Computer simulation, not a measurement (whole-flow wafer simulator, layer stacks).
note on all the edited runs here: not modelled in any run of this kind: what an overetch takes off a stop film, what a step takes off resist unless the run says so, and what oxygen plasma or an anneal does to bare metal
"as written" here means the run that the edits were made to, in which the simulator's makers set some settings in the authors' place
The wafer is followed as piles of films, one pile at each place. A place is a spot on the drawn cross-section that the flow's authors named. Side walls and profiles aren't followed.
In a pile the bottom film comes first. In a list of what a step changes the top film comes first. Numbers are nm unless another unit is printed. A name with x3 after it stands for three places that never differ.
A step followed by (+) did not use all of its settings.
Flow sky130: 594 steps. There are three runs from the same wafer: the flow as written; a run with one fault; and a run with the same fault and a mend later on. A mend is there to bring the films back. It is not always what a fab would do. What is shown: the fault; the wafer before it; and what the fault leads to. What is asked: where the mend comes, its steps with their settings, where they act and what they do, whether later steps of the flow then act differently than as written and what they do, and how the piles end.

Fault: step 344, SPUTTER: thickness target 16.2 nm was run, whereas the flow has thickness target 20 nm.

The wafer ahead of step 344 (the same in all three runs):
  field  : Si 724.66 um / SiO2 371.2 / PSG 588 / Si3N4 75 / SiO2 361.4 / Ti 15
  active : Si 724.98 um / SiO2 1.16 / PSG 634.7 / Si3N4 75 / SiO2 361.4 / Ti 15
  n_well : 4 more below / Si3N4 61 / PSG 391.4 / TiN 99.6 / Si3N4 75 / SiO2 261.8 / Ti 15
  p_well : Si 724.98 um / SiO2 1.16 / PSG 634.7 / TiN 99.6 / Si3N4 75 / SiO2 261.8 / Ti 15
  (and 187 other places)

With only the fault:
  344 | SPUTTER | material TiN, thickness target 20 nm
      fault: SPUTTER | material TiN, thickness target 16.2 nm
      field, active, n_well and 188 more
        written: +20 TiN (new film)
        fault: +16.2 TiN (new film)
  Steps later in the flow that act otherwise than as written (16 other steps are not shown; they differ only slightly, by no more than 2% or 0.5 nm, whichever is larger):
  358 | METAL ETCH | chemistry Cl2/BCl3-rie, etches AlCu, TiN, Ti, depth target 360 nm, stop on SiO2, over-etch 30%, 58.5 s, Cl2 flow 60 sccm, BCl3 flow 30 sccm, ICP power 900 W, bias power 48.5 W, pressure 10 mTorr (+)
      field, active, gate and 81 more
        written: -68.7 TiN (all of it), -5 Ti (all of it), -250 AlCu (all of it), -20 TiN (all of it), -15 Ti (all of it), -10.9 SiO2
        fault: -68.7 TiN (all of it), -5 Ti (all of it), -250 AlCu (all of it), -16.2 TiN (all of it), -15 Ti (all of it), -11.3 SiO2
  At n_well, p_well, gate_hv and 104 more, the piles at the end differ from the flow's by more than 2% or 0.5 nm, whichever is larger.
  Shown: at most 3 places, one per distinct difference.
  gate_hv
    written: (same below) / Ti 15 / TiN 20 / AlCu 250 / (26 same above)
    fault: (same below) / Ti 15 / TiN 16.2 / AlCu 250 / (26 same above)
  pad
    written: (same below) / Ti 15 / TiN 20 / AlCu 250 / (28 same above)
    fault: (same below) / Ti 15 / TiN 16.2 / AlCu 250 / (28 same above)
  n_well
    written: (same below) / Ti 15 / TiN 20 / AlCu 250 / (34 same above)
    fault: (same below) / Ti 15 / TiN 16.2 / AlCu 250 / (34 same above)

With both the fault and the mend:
  The mend follows step 344.
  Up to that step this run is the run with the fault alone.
  344a | SPUTTER | material TiN, thickness target 3.8 nm (the flow's step 344, run once more with other settings)
      field, active, n_well and 188 more
        +3.8 TiN
  Later steps of the flow that are run all act as written at every place that is followed.
  By the end, the piles equal the flow's at every place that both follow.
